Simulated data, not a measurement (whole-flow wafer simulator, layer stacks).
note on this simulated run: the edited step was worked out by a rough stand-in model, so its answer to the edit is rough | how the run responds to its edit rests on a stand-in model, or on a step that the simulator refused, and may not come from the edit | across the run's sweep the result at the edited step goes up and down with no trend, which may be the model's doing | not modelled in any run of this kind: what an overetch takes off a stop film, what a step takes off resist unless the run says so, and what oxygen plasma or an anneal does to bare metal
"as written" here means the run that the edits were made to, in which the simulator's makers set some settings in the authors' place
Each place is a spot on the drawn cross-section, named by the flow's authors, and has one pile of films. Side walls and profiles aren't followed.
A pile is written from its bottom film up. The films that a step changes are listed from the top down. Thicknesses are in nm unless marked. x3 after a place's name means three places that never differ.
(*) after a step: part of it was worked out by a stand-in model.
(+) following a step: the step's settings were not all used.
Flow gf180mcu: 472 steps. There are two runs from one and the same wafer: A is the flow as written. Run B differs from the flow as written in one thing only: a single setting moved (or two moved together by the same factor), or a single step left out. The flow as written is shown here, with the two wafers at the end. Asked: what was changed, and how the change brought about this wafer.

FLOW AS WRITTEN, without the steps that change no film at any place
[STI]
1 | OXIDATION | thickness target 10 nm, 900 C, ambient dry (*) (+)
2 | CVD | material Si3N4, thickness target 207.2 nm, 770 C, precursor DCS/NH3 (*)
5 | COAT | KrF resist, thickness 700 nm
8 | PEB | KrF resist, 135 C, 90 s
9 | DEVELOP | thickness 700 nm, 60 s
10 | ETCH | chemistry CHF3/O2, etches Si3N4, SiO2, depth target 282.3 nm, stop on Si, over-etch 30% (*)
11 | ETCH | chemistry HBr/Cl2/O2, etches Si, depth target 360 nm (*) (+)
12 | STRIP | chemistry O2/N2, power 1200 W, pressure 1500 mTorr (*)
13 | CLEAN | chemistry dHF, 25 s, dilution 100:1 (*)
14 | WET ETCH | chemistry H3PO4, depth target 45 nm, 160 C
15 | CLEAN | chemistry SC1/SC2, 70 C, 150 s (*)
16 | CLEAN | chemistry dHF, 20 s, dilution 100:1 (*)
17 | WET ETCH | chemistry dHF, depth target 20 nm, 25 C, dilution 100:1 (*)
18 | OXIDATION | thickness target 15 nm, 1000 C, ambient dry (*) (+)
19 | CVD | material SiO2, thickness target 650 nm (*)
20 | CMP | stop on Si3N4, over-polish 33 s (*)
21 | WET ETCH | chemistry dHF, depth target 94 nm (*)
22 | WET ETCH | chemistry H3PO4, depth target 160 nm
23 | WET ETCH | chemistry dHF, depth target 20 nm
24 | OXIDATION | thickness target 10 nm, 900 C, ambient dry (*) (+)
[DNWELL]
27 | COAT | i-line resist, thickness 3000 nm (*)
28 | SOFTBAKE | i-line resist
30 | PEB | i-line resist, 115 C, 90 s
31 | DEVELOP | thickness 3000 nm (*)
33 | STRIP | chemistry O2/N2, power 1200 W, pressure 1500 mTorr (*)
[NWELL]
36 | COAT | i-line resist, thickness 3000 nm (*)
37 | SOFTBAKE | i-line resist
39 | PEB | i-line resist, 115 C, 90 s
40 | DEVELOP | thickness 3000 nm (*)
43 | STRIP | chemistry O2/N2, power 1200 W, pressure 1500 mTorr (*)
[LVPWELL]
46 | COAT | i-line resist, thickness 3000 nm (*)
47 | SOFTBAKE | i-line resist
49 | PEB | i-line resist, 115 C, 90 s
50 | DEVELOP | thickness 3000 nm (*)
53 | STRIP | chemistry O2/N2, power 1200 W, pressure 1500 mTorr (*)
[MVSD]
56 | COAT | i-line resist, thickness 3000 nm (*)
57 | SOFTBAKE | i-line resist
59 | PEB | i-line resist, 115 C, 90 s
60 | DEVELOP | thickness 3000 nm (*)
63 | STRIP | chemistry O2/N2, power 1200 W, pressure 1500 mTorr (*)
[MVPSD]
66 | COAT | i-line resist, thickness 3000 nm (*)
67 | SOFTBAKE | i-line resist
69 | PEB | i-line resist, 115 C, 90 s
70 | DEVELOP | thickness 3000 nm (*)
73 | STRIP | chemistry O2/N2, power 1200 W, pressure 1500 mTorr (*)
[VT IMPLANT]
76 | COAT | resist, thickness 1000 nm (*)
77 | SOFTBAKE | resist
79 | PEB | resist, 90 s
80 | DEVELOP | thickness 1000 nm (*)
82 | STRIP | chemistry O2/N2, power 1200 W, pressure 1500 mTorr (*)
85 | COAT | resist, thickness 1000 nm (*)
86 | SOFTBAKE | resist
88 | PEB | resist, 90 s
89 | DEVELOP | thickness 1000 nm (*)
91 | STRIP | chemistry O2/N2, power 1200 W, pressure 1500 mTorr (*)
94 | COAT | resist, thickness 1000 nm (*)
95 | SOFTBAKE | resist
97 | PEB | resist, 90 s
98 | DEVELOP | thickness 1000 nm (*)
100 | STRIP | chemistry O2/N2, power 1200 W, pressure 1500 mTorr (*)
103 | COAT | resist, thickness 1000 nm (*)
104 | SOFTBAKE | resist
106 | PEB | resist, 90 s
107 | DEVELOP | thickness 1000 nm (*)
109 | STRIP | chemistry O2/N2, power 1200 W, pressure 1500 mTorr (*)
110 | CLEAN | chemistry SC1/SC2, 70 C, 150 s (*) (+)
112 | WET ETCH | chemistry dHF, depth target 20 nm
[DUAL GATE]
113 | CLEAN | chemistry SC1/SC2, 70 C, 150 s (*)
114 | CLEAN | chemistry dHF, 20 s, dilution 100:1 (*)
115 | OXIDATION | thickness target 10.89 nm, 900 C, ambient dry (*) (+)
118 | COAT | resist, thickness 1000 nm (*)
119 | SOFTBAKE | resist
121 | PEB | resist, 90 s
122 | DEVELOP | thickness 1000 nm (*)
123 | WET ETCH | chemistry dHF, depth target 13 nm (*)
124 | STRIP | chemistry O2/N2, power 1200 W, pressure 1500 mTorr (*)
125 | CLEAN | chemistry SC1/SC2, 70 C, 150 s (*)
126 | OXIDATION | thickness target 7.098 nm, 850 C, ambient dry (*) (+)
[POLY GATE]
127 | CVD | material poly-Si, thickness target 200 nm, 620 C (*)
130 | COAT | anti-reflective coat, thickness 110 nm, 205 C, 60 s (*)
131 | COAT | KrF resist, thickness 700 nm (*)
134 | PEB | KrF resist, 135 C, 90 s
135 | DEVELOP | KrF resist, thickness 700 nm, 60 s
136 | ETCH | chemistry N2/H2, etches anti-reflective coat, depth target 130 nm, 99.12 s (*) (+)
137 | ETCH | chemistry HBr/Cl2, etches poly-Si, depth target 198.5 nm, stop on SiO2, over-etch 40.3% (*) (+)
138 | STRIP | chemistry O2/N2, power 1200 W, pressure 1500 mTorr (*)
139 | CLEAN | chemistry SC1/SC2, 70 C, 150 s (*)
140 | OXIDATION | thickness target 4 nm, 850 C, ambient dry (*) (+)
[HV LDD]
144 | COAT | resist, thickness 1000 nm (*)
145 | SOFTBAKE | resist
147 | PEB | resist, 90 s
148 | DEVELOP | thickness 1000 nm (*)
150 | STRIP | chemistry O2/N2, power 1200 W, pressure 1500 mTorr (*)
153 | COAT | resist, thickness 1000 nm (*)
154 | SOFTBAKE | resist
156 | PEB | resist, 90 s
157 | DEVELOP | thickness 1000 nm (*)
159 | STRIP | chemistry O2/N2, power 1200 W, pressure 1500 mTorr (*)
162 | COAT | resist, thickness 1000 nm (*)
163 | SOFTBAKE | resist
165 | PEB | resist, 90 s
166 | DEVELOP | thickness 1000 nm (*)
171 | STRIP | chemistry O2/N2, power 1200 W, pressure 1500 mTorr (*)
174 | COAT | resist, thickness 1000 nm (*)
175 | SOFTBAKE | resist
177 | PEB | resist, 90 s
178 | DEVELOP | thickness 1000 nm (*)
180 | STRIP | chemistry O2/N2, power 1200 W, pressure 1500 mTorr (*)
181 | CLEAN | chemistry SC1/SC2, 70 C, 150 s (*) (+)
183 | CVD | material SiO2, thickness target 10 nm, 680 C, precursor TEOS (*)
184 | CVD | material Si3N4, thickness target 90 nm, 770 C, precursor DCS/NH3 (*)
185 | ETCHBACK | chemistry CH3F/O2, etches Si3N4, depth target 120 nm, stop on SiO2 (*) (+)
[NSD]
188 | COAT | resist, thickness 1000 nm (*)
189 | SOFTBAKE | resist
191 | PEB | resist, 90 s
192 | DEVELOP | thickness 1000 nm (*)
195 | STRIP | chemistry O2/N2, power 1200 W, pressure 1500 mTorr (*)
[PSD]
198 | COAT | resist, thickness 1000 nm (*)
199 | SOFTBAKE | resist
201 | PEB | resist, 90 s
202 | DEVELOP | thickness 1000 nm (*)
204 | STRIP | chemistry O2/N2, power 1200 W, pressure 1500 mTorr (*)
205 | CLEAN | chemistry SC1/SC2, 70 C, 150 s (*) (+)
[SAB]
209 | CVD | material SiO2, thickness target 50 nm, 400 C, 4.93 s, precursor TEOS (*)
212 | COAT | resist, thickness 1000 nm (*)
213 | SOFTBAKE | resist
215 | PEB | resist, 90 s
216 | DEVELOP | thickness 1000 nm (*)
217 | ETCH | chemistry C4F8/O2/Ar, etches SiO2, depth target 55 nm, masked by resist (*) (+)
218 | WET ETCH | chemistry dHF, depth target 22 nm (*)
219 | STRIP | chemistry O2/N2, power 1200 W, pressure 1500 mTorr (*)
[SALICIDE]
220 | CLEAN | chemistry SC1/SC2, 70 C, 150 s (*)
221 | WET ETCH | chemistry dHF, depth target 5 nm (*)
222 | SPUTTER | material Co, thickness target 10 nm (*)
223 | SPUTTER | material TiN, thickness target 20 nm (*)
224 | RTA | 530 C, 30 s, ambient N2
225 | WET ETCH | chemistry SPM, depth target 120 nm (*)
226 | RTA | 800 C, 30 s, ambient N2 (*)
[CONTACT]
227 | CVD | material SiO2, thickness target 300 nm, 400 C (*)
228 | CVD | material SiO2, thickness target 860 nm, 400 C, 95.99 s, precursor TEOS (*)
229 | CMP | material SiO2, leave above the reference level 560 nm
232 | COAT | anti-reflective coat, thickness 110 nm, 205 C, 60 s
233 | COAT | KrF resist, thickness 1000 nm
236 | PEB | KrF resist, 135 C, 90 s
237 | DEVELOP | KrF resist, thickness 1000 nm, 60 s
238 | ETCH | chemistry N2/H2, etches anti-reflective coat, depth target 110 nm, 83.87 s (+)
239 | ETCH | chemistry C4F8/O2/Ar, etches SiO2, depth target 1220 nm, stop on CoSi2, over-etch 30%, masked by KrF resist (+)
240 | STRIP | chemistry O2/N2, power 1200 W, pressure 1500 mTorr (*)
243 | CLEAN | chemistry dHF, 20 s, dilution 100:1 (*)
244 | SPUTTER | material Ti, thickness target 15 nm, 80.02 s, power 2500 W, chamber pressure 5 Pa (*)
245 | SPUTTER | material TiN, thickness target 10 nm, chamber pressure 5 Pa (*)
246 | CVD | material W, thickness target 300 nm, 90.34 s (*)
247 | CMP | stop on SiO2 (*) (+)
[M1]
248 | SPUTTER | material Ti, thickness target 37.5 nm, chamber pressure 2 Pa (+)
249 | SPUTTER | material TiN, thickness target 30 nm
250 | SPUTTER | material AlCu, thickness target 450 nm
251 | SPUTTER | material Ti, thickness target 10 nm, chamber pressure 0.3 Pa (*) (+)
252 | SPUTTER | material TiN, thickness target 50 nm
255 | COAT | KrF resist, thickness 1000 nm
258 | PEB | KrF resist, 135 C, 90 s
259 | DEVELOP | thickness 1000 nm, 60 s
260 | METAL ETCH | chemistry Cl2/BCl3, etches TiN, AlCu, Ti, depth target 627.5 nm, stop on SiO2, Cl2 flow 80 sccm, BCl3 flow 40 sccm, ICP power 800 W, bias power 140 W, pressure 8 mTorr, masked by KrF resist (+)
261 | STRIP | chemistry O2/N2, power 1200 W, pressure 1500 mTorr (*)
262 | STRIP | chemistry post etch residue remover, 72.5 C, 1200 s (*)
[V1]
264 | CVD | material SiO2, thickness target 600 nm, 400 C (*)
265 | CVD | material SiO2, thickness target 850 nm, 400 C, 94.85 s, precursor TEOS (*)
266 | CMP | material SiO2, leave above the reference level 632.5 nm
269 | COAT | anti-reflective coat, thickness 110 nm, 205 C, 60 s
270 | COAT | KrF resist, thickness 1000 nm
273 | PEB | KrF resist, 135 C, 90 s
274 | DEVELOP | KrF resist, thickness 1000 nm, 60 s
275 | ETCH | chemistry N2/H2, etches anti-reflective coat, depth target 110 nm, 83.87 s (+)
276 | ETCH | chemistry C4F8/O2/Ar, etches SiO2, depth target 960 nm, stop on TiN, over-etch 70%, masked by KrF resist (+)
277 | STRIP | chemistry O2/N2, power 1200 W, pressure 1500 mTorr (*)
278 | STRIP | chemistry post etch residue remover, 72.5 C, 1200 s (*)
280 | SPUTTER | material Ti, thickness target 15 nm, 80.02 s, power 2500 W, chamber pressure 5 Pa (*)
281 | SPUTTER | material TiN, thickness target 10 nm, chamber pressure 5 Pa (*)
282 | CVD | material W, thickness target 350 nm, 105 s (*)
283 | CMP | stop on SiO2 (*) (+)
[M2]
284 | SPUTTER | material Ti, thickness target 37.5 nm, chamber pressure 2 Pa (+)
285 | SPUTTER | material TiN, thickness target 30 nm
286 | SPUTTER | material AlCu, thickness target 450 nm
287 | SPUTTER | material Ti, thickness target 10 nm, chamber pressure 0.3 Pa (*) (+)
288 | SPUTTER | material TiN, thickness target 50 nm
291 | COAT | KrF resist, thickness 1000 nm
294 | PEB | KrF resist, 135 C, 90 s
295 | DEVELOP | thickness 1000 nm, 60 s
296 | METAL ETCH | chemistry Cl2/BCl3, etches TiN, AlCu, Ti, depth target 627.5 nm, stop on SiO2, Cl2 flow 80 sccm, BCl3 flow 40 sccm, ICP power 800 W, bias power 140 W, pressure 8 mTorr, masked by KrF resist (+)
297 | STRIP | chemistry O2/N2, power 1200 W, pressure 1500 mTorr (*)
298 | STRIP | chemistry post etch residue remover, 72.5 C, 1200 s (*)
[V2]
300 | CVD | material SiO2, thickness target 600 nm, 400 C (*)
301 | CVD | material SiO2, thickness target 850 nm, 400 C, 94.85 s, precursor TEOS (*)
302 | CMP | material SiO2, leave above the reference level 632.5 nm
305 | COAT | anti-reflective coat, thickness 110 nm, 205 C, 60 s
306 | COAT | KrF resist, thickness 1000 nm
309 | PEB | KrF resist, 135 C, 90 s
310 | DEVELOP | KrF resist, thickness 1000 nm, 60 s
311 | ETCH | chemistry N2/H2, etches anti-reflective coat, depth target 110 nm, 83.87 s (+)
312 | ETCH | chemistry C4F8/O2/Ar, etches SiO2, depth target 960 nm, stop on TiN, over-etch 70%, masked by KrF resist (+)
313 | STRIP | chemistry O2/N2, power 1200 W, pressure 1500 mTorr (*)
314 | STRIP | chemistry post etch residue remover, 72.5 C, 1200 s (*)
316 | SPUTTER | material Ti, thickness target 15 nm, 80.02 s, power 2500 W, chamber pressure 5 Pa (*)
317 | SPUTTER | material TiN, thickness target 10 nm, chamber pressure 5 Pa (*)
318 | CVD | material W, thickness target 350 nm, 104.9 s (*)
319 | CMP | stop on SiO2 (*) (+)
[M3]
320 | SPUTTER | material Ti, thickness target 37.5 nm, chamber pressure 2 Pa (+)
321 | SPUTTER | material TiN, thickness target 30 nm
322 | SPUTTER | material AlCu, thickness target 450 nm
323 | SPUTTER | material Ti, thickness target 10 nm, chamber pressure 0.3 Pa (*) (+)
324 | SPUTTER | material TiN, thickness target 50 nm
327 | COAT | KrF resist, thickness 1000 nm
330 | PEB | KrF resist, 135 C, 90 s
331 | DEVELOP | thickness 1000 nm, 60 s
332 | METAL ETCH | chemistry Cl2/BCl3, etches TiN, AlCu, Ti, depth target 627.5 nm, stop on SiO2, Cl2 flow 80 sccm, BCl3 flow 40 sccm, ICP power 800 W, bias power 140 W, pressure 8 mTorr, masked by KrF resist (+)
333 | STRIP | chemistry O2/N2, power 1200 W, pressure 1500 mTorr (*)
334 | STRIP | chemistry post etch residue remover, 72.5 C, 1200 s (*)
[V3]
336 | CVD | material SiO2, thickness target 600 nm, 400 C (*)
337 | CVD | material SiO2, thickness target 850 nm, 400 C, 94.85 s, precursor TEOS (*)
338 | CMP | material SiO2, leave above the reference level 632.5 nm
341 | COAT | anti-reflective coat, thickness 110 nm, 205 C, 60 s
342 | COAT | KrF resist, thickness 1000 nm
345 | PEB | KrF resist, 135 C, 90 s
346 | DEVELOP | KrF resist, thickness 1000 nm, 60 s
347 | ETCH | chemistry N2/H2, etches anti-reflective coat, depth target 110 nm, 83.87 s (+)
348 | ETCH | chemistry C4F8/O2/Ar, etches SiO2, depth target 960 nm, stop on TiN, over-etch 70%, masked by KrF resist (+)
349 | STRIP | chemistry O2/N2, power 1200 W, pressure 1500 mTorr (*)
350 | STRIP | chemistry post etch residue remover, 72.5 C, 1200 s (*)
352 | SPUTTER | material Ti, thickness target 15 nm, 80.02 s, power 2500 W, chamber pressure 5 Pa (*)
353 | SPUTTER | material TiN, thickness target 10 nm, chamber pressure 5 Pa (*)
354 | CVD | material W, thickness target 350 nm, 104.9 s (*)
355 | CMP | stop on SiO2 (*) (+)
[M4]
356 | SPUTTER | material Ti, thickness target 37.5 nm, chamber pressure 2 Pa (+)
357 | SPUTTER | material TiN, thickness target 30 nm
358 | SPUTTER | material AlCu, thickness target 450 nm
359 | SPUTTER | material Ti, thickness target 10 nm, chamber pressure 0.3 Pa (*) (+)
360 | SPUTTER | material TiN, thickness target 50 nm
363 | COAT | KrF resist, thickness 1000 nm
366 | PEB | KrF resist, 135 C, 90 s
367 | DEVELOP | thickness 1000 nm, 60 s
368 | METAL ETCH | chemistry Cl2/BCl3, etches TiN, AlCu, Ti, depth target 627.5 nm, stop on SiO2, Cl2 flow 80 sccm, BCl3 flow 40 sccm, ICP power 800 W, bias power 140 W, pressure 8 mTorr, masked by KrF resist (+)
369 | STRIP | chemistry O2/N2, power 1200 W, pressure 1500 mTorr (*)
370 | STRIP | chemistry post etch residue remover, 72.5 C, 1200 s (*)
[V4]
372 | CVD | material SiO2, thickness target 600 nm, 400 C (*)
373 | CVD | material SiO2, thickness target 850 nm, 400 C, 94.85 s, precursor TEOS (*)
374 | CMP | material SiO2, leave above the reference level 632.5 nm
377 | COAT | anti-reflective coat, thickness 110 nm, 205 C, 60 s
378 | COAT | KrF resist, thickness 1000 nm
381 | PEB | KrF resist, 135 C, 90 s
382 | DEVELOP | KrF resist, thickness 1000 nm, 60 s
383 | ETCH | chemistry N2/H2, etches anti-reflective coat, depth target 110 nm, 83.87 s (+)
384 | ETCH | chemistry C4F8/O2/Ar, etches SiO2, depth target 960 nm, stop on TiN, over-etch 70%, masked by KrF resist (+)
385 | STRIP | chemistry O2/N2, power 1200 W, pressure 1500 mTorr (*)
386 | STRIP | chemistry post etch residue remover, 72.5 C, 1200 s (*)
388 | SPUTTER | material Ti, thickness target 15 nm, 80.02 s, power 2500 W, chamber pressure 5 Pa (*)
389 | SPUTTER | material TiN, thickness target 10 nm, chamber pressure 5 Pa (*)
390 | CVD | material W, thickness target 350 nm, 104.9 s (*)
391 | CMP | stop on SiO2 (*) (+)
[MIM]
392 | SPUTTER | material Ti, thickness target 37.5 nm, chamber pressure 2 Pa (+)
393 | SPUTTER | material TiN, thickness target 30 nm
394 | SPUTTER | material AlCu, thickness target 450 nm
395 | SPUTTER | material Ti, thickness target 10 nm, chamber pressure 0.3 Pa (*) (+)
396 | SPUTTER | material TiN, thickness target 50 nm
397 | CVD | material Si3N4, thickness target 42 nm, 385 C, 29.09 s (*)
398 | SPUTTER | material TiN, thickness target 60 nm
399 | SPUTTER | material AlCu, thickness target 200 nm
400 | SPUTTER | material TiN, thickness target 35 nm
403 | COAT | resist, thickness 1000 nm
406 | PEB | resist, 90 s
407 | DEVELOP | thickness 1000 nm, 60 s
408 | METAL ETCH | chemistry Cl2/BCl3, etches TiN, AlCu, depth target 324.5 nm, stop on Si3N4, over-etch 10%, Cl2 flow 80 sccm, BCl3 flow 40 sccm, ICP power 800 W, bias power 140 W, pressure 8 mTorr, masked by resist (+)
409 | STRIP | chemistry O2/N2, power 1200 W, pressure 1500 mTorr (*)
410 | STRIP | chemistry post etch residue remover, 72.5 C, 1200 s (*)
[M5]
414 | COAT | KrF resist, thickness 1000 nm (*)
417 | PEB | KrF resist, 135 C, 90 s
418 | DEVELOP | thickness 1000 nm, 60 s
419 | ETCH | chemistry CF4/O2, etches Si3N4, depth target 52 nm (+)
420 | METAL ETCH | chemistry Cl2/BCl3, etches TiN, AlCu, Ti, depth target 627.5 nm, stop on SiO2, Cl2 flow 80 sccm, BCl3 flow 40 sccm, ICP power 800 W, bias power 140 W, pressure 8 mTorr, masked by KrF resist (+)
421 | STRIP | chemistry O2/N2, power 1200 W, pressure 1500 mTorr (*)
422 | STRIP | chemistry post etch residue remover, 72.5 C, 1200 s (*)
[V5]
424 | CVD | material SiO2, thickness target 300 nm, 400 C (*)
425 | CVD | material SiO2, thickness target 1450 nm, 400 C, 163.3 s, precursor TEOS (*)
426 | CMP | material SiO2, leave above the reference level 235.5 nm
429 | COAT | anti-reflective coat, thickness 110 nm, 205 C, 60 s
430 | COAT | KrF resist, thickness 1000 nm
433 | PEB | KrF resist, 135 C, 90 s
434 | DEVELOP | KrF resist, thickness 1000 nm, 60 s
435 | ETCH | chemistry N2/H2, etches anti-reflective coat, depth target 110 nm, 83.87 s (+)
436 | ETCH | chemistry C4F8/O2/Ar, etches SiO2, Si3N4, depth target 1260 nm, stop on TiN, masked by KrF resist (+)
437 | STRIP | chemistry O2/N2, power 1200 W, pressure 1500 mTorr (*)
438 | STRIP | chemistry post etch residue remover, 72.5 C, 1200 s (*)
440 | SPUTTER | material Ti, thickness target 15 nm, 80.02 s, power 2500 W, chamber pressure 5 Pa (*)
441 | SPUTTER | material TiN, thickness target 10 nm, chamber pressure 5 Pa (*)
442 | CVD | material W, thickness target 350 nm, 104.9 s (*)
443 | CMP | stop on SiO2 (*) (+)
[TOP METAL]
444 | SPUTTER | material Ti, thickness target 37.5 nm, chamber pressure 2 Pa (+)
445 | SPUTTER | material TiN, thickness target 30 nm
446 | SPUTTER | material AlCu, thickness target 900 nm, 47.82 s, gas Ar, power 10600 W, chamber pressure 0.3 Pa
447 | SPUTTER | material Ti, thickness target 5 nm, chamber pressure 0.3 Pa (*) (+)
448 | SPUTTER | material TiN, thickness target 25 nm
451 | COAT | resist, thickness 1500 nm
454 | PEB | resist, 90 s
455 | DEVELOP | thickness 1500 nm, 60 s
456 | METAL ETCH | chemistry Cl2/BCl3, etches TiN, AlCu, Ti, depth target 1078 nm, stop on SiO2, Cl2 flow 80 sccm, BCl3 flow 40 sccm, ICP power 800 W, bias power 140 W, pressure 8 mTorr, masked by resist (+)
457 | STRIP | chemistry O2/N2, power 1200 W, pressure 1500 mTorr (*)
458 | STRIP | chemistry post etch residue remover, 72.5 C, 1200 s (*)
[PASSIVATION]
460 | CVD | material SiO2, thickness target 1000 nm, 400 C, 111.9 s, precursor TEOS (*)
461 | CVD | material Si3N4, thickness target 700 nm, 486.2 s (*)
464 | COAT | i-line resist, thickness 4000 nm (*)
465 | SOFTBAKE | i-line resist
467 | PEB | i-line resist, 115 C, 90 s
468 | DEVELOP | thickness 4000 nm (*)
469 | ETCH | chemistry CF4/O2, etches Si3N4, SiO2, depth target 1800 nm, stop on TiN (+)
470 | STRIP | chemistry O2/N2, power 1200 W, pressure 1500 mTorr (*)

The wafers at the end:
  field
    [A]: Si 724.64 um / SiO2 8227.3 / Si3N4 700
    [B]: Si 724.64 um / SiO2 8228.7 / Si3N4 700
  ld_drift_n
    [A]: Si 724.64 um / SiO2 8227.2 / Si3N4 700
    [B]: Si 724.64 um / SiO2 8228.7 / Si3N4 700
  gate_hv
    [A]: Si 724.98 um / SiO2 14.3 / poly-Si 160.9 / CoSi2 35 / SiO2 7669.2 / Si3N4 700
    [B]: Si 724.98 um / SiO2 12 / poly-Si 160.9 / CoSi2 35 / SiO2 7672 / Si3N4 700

Cause: step 126, OXIDATION: thickness target 2.839 nm was run, while the flow as written has thickness target 7.098 nm.

Step by step, how the change led to this:
  126 | OXIDATION | thickness target 7.098 nm, 850 C, ambient dry (*) (+)
      gate_hv, active_hv, active_nat and 25 more: A +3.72 SiO2, -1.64 Si | B +1.5 SiO2, -0.66 Si
      active, n_well, p_well and 12 more: A +7.1 SiO2 (new film), -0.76 chemical SiO2 (all of it), -2.79 Si | B +2.84 SiO2 (new film), -0.76 chemical SiO2 (all of it), -0.92 Si
  140 | OXIDATION | thickness target 4 nm, 850 C, ambient dry (*) (+)
      active, n_well, p_well and 10 more: A +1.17 SiO2, -0.51 Si | B +1.9 SiO2, -0.84 Si
  189 | SOFTBAKE | resist
      field__w9: A +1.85 resist | B -1.05 resist
      active_hv: A +0.78 resist | B +0.19 resist
      (as well as at 1 more place)
  199 | SOFTBAKE | resist
      field__w9: A +1.85 resist | B -1.05 resist
      active_hv: A +0.78 resist | B +0.19 resist
      (as well as at 1 more place)
  218 | WET ETCH | chemistry dHF, depth target 22 nm (*)
      active, p_well, sd_n, iso_ptap_pw, iso_ntap_nw, iso_ptap_sub, vpnp_e: A -9.01 SiO2 (all of it) | B -5.48 SiO2 (all of it)
      ldn_tap, ldn_src, ldn_drn, ldp_tap, ldp_src, ldp_drn, ldp_gr: A -16 SiO2 (all of it) | B -13.9 SiO2 (all of it)
      (as well as at 9 more places)
  223 | SPUTTER | material TiN, thickness target 20 nm (*)
      field__w12: A +12 TiN (new film) | B +12.6 TiN (new film)
  225 | WET ETCH | chemistry SPM, depth target 120 nm (*)
      field__w12: A -12 TiN (all of it), -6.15 Co (all of it) | B -12.6 TiN (all of it), -6.15 Co (all of it)
